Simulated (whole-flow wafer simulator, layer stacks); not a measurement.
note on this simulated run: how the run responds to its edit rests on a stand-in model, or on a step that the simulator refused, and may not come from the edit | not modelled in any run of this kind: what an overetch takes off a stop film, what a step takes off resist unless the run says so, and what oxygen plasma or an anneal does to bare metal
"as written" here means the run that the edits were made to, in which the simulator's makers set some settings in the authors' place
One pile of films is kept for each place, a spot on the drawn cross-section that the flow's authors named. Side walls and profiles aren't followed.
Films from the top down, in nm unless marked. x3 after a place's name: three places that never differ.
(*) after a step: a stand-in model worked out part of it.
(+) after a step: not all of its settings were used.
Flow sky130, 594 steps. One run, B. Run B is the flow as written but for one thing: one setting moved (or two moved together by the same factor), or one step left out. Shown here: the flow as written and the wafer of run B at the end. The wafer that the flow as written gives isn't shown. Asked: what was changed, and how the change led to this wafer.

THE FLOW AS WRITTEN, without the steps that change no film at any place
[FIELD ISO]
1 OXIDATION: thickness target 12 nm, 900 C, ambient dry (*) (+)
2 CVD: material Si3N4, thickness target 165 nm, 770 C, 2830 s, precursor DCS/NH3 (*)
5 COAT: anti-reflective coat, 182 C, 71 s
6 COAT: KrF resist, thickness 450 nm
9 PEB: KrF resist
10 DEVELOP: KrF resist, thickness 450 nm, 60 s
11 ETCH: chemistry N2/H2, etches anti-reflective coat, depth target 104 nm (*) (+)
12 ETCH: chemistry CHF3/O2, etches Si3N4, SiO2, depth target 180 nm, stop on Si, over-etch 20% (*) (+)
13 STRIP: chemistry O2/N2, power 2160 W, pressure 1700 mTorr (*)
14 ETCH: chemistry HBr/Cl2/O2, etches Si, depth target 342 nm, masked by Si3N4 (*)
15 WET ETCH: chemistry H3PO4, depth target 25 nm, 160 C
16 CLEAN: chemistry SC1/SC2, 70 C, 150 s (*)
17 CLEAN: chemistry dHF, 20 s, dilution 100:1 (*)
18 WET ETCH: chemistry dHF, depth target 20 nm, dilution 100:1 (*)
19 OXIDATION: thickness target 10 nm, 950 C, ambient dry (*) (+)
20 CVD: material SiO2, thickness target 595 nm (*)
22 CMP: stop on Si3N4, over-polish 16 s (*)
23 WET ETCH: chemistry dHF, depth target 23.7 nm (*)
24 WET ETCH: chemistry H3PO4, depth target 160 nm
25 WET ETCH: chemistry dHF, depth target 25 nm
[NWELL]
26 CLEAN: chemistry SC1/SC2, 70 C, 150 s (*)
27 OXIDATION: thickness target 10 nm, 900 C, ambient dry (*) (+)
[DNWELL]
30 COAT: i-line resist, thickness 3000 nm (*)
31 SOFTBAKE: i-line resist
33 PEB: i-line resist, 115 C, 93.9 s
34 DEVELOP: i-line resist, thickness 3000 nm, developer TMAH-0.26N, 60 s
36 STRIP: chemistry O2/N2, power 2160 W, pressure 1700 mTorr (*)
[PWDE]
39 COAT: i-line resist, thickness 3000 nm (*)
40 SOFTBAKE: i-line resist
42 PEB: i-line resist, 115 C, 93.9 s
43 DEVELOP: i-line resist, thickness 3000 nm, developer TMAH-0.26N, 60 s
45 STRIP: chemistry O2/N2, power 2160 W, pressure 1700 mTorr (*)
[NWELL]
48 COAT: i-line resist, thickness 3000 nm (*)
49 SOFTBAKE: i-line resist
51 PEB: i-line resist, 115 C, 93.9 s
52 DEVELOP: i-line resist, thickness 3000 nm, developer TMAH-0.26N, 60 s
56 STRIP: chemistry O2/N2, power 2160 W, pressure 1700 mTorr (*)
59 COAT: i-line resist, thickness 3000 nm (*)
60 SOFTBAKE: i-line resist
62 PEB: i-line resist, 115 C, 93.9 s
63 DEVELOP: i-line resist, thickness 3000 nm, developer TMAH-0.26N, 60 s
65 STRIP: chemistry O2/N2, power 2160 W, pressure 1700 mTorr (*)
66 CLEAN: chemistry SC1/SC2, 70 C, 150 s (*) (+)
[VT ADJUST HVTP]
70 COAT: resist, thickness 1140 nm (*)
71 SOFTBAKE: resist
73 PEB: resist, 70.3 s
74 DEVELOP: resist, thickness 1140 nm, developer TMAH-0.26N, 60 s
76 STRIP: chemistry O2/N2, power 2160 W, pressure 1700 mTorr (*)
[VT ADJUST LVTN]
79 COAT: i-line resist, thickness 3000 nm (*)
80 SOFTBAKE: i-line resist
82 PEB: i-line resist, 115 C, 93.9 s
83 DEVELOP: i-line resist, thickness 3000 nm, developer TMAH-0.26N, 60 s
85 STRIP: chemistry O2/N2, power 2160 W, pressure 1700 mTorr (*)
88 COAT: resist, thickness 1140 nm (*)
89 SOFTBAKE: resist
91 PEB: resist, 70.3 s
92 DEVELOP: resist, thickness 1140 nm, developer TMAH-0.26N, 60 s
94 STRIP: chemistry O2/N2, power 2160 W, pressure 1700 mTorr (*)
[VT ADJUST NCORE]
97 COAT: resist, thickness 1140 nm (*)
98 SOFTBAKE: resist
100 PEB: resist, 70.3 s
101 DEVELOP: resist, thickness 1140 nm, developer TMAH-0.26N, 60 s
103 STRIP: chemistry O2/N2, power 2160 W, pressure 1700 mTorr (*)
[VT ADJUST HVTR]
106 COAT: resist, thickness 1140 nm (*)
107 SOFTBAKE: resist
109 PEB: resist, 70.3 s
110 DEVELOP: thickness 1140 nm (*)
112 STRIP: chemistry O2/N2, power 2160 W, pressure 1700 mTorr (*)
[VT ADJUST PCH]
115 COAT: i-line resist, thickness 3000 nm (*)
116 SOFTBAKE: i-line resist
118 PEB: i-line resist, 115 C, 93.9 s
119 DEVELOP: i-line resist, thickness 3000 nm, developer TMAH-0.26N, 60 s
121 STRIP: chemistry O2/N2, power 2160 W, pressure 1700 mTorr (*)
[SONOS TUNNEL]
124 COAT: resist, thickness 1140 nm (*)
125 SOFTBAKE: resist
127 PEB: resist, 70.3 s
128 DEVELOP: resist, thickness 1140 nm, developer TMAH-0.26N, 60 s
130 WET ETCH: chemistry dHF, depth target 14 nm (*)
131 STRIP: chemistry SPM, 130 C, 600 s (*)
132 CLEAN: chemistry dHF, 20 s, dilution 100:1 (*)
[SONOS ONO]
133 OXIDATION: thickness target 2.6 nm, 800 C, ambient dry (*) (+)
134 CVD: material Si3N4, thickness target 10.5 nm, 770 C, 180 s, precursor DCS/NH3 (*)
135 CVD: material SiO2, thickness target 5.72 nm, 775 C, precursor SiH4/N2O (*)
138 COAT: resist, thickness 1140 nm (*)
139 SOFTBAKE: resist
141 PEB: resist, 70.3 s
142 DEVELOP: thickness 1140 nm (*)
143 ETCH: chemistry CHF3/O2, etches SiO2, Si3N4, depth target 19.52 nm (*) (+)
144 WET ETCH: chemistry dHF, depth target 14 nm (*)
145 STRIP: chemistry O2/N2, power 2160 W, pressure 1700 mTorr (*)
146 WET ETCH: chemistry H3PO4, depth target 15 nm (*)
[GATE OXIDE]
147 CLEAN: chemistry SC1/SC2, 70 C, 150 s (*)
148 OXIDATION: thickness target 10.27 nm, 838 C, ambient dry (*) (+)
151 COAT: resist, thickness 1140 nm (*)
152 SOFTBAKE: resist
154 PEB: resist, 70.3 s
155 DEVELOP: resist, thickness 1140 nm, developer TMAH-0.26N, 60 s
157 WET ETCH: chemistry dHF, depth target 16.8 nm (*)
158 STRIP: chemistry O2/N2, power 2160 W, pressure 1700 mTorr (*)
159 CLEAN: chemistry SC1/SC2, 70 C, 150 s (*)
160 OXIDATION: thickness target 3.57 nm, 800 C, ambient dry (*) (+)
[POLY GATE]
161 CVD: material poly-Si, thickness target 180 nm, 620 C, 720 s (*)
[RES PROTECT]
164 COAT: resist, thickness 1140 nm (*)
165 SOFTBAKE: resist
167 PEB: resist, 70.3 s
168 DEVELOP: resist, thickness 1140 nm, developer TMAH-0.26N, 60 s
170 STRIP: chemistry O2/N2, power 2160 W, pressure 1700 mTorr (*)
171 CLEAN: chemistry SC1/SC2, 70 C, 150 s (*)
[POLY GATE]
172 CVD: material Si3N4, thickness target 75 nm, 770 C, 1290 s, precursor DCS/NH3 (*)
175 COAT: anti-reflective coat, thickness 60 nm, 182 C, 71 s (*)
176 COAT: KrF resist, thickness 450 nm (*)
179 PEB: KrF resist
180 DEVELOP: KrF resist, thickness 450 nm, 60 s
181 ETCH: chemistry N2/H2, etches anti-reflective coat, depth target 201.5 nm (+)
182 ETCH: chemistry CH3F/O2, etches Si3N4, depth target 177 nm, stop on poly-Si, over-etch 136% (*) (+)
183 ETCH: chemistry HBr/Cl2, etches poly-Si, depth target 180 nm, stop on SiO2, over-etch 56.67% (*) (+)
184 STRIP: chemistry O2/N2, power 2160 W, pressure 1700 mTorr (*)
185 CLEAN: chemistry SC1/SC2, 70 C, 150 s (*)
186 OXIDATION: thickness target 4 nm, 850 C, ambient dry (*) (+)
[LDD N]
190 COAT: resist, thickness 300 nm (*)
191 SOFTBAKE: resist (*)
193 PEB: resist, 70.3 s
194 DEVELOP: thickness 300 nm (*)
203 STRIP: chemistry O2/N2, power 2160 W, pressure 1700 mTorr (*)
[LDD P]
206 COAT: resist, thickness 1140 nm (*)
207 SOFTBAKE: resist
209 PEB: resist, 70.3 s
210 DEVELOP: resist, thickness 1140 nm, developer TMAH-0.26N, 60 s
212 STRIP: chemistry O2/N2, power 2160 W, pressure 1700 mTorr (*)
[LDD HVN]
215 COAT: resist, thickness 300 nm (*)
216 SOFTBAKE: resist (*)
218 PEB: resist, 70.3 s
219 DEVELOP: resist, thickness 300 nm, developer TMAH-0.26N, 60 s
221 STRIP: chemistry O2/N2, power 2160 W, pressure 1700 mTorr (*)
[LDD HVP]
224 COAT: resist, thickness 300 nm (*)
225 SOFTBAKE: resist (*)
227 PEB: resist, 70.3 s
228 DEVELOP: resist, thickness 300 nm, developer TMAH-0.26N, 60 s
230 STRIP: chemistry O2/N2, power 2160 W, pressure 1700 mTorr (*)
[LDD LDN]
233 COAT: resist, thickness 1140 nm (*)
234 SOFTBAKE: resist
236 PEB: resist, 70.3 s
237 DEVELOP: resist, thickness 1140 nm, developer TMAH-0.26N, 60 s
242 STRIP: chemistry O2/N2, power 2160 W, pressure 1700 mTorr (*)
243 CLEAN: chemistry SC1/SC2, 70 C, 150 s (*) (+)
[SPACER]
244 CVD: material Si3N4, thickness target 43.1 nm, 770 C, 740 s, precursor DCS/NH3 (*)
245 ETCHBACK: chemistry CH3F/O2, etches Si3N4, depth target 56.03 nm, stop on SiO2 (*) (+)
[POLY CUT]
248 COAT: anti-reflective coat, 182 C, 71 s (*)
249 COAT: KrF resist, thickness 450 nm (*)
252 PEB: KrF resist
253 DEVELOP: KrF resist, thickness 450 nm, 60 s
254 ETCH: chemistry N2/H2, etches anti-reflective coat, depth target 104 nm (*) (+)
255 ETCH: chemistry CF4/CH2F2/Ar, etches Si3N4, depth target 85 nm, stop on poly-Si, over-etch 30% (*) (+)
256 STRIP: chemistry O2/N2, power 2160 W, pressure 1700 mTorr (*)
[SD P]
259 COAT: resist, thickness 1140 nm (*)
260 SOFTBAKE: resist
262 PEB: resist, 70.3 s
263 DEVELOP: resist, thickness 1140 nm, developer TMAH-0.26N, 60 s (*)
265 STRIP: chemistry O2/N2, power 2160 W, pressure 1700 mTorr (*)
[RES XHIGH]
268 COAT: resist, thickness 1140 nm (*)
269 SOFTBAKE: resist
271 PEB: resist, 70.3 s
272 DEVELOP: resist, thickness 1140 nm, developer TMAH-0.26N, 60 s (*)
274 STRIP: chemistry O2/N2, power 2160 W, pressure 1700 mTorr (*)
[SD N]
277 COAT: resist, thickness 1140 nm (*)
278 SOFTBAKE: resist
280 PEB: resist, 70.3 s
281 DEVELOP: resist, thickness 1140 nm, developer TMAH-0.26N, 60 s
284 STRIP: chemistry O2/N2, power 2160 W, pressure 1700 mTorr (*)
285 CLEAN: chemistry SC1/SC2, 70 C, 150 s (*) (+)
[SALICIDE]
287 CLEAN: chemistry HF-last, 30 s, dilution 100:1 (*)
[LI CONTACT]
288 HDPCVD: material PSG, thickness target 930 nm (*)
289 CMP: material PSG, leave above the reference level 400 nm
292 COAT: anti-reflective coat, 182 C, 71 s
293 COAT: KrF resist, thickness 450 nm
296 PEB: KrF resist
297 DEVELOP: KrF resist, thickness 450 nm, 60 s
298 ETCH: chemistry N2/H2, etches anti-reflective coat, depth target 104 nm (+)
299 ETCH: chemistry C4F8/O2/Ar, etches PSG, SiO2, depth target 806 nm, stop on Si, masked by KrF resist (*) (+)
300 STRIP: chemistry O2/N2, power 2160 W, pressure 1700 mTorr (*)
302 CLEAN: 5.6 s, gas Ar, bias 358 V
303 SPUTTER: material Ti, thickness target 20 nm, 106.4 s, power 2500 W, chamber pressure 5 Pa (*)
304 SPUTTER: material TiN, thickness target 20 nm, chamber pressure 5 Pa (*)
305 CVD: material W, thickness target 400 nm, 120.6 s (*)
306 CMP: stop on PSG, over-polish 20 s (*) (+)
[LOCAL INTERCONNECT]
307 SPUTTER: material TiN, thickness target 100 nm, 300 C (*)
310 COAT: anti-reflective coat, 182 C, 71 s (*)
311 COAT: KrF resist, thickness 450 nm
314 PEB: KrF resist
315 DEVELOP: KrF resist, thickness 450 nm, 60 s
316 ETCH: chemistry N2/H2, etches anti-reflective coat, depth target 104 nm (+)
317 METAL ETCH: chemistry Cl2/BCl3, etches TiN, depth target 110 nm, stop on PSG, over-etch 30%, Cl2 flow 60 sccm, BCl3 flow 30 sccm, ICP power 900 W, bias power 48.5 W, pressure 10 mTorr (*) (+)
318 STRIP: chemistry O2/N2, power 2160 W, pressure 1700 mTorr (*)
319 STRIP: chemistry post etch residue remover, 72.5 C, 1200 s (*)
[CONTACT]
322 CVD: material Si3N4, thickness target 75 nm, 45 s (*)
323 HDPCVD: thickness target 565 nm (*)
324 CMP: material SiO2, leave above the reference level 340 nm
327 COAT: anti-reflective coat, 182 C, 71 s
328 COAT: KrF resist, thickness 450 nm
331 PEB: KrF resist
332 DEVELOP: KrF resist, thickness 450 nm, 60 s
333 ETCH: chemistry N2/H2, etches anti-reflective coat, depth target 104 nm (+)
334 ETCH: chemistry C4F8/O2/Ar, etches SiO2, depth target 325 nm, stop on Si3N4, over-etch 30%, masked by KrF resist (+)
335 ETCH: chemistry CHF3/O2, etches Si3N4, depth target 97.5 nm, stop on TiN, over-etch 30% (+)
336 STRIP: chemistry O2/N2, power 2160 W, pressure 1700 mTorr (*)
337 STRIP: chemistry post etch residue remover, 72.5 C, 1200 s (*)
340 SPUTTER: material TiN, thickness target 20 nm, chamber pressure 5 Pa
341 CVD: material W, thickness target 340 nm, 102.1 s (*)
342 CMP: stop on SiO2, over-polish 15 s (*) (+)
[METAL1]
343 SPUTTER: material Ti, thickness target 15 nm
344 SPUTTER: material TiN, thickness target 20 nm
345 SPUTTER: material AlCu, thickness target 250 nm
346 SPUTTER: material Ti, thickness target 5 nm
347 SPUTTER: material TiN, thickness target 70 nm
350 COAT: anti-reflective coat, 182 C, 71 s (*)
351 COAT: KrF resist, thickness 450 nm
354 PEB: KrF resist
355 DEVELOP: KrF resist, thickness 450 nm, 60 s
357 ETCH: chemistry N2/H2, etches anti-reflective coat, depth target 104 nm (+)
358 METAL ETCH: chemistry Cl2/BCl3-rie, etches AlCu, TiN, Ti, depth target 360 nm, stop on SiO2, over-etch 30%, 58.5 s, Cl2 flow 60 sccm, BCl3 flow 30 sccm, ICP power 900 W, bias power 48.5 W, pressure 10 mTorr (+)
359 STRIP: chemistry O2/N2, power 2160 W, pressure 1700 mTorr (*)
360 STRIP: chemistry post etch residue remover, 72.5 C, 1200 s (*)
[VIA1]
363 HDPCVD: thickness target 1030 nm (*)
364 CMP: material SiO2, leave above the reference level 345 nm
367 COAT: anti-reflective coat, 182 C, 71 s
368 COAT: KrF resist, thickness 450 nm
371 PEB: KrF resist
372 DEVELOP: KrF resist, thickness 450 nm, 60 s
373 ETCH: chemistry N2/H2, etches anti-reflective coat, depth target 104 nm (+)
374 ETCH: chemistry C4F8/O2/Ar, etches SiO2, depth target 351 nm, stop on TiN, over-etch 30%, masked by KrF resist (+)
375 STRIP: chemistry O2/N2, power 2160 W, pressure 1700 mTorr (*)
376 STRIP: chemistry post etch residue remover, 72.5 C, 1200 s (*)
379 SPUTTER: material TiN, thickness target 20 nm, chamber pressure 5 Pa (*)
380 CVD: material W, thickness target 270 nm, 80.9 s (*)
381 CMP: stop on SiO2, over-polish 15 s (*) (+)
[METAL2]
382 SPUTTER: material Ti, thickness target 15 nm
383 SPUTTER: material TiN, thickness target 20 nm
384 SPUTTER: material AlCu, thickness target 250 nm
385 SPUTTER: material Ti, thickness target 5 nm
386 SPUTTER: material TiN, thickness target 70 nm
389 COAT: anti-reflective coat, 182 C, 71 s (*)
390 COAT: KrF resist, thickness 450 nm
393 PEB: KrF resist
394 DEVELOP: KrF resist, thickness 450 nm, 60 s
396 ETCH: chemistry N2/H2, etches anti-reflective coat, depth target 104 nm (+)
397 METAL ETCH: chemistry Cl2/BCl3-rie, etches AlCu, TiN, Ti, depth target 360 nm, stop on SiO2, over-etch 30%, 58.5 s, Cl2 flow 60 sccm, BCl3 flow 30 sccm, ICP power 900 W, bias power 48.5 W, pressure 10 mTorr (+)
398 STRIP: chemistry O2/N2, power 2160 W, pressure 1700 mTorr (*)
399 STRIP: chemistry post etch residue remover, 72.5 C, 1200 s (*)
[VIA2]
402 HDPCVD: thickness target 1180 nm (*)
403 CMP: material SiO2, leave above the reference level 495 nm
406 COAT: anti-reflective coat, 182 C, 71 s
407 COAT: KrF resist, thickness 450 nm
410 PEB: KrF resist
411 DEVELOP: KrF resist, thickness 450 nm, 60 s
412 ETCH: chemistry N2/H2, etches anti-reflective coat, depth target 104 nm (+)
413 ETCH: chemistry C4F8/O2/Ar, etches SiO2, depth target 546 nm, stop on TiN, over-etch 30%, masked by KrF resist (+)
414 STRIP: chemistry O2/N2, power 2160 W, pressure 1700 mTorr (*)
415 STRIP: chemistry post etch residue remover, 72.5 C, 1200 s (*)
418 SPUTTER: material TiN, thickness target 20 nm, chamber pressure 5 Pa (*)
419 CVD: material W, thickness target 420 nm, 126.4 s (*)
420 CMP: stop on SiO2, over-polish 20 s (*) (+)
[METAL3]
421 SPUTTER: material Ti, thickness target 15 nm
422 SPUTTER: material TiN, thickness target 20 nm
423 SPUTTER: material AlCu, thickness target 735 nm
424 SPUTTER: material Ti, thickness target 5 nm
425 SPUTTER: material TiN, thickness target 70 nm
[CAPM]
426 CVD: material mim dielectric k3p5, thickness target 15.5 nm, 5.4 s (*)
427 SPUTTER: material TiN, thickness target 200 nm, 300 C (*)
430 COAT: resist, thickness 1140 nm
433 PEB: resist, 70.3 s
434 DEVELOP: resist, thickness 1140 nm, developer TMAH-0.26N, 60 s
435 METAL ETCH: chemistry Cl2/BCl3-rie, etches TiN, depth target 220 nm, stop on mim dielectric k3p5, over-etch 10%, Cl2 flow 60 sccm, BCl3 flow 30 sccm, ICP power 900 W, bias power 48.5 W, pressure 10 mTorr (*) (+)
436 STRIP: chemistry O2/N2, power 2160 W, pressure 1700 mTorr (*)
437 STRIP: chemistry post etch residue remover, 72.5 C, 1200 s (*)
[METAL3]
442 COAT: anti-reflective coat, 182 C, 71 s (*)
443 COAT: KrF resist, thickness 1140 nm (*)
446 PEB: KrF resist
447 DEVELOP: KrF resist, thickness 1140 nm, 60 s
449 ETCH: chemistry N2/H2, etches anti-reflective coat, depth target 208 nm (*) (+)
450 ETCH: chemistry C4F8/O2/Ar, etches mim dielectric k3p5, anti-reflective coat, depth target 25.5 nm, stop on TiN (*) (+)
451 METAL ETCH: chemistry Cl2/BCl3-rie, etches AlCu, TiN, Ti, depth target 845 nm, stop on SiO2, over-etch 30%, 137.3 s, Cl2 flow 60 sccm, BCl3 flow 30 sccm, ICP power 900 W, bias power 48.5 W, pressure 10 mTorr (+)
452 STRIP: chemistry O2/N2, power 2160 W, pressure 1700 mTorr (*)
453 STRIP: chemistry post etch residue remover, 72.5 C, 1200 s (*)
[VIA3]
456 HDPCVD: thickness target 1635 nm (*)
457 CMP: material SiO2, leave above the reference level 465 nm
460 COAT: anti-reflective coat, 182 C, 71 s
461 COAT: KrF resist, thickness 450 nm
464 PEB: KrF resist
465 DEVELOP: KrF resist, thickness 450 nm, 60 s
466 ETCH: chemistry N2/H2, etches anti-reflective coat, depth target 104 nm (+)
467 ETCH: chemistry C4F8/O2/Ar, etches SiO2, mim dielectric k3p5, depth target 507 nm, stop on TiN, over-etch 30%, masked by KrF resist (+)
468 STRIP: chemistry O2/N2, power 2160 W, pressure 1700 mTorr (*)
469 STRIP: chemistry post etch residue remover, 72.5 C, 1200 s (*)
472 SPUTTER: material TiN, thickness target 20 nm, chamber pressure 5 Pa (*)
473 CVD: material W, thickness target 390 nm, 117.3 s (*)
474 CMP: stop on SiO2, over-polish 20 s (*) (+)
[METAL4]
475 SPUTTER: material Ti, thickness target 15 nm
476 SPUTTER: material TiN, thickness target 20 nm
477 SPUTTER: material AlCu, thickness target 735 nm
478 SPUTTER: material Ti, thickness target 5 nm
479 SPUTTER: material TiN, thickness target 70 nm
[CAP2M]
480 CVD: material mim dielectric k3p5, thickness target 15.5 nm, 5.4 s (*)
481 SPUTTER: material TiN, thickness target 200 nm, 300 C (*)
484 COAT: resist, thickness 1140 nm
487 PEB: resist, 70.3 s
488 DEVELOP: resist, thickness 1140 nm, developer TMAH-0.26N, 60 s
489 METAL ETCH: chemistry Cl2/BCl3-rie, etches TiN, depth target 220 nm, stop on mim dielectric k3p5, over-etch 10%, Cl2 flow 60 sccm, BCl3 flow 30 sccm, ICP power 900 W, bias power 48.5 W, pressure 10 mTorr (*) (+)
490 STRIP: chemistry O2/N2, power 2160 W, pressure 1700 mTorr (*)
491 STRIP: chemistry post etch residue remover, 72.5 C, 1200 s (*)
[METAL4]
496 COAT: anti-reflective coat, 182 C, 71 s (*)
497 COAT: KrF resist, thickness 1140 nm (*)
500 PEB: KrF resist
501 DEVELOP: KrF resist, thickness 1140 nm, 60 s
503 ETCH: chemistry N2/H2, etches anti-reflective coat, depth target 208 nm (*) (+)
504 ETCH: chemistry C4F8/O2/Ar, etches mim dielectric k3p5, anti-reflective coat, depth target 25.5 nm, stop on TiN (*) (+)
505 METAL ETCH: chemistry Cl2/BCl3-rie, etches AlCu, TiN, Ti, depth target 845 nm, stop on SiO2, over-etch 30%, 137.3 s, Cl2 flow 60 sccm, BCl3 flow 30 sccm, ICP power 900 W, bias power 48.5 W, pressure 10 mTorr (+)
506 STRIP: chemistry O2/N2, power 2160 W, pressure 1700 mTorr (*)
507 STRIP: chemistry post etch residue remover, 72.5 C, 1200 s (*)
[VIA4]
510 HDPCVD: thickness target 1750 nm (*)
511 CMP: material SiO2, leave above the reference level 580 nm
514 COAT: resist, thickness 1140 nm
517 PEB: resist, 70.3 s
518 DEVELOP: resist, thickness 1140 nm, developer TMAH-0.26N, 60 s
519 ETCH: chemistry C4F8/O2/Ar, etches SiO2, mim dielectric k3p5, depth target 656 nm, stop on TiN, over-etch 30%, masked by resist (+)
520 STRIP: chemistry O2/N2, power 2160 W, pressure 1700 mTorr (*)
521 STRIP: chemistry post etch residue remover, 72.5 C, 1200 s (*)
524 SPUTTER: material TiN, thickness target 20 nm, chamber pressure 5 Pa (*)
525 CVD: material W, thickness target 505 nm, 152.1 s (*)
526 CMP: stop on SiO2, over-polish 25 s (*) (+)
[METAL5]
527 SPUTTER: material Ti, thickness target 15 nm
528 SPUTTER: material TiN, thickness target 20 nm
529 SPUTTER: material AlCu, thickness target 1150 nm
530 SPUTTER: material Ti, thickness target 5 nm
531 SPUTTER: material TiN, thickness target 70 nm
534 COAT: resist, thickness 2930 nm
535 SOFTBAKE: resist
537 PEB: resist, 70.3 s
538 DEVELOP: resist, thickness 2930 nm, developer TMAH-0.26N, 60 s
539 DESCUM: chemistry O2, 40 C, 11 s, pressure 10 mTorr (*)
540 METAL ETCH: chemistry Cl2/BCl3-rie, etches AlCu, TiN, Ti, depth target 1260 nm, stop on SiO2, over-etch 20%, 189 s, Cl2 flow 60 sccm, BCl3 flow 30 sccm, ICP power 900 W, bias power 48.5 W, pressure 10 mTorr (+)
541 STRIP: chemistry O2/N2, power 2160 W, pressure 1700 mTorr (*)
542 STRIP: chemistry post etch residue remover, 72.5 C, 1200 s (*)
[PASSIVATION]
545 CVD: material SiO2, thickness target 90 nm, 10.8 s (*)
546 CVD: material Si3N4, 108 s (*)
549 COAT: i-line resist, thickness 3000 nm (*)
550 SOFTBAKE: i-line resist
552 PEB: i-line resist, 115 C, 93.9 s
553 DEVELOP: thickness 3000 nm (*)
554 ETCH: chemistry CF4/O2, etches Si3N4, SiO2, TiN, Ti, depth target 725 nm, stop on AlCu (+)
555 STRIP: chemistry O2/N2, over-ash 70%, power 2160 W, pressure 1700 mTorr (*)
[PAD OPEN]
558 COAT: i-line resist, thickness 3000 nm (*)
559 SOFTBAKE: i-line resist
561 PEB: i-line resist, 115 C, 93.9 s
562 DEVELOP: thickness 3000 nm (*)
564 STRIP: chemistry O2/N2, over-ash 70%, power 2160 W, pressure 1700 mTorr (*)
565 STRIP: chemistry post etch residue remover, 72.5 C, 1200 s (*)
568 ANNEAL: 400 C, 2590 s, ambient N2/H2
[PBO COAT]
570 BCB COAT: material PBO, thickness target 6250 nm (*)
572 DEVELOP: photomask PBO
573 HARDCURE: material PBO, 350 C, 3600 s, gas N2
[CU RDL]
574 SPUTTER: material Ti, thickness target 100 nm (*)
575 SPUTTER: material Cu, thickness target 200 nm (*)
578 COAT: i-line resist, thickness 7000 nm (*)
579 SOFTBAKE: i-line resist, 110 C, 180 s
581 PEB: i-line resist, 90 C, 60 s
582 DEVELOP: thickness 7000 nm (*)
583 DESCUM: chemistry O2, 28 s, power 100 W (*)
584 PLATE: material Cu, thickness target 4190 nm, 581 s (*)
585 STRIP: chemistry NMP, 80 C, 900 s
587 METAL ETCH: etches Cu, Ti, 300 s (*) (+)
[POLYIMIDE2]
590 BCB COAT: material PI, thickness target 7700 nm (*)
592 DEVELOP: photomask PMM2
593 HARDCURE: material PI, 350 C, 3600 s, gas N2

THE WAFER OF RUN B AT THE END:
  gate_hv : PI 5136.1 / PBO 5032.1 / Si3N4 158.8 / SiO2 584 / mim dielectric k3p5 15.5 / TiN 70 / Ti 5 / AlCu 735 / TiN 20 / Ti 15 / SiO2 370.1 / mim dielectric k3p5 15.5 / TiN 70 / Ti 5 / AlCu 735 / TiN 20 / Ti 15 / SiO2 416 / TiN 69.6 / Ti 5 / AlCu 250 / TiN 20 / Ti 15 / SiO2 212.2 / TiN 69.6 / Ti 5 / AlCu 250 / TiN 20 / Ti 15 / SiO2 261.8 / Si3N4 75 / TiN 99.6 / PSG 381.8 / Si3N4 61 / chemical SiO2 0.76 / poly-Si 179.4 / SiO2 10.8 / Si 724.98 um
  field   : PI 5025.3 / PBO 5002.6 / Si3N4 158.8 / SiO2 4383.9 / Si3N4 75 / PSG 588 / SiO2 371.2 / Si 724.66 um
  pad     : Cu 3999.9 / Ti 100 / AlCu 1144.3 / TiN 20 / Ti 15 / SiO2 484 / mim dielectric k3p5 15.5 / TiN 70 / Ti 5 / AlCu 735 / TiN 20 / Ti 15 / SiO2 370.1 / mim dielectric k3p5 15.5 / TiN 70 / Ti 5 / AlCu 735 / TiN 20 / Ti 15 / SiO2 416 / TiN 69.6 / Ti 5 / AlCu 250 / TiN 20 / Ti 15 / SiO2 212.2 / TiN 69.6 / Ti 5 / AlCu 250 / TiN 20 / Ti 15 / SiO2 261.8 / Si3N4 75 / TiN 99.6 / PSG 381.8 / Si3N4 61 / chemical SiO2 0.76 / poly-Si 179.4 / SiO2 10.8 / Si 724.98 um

The cause: step 364, CMP: leave above the reference level 290 nm was run, where the flow has leave above the reference level 345 nm.

How the change led to this, step by step:
  364 CMP: material SiO2, leave above the reference level 345 nm
      n_well, p_well, gate_hv and 100 more: SiO2 -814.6 (as written it would be: SiO2 -759.6)
      field, active, gate and 81 more: SiO2 -444.1 (as written it would be: SiO2 -389.1)
      (and at 4 more places)
  374 ETCH: chemistry C4F8/O2/Ar, etches SiO2, depth target 351 nm, stop on TiN, over-etch 30%, masked by KrF resist (+)
      field, active, n_well and 186 more: KrF resist -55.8 (as written it would be: KrF resist -70.1)
      m1, via1_hole: SiO2 -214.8 (all of it) (as written it would be: SiO2 -269.8 (all of it))
  375 STRIP: chemistry O2/N2, power 2160 W, pressure 1700 mTorr (*)
      field, active, n_well and 186 more: KrF resist -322 (all of it), anti-reflective coat -80 (all of it) (as written it would be: KrF resist -307.7 (all of it), anti-reflective coat -80 (all of it))
  379 SPUTTER: material TiN, thickness target 20 nm, chamber pressure 5 Pa (*)
      m1: TiN +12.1 (as written it would be: TiN +11)
      via1_hole: TiN +12 (as written it would be: TiN +10.9)
  380 CVD: material W, thickness target 270 nm, 80.9 s (*)
      m1, via1_hole: W +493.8 (new film) (as written it would be: W +549.9 (new film))
